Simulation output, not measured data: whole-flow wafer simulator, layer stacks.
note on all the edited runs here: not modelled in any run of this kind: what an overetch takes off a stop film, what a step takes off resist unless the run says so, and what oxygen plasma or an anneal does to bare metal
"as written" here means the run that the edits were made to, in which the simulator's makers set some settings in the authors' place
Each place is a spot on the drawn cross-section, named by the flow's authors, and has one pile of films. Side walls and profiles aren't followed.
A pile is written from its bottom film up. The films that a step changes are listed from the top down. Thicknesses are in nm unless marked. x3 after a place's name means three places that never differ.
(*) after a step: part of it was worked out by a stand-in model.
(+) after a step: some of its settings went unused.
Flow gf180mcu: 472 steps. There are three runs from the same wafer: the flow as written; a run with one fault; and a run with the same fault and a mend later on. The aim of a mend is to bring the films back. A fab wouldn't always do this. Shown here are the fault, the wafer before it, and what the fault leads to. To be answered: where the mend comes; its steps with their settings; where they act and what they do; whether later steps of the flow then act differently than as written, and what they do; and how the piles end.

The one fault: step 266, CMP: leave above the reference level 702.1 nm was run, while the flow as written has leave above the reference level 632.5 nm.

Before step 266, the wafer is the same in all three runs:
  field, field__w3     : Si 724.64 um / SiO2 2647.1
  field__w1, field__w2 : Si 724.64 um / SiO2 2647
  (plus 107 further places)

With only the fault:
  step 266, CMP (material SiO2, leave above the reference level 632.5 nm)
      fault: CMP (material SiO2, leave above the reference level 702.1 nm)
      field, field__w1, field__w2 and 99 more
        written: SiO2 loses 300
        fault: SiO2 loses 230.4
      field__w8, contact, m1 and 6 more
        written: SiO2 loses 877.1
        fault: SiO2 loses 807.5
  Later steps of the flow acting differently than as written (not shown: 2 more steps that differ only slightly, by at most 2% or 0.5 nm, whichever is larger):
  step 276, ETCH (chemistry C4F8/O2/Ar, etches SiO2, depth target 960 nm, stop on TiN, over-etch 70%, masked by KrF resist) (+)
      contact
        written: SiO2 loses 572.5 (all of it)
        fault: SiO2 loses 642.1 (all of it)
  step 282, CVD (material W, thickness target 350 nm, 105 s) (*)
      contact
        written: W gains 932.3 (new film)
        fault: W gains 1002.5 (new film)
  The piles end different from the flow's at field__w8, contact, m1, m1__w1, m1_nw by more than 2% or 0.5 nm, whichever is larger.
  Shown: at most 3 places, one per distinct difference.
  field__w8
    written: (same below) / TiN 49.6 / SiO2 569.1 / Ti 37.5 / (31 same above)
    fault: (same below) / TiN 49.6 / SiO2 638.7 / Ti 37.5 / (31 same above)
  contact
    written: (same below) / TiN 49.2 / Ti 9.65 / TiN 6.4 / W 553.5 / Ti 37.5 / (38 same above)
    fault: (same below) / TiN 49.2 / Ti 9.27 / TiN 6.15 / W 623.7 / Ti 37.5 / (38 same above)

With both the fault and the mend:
  The mend follows step 266.
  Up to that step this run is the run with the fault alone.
  step 266a, CMP (material SiO2, leave above the reference level 632.5 nm) (the flow's step 266, run once more)
      field, field__w1, field__w2 and 108 more
        SiO2 loses 69.6
  Later steps of the flow that are run all act as written at every place that is followed.
  The piles end the same as the flow's at every place that both follow.
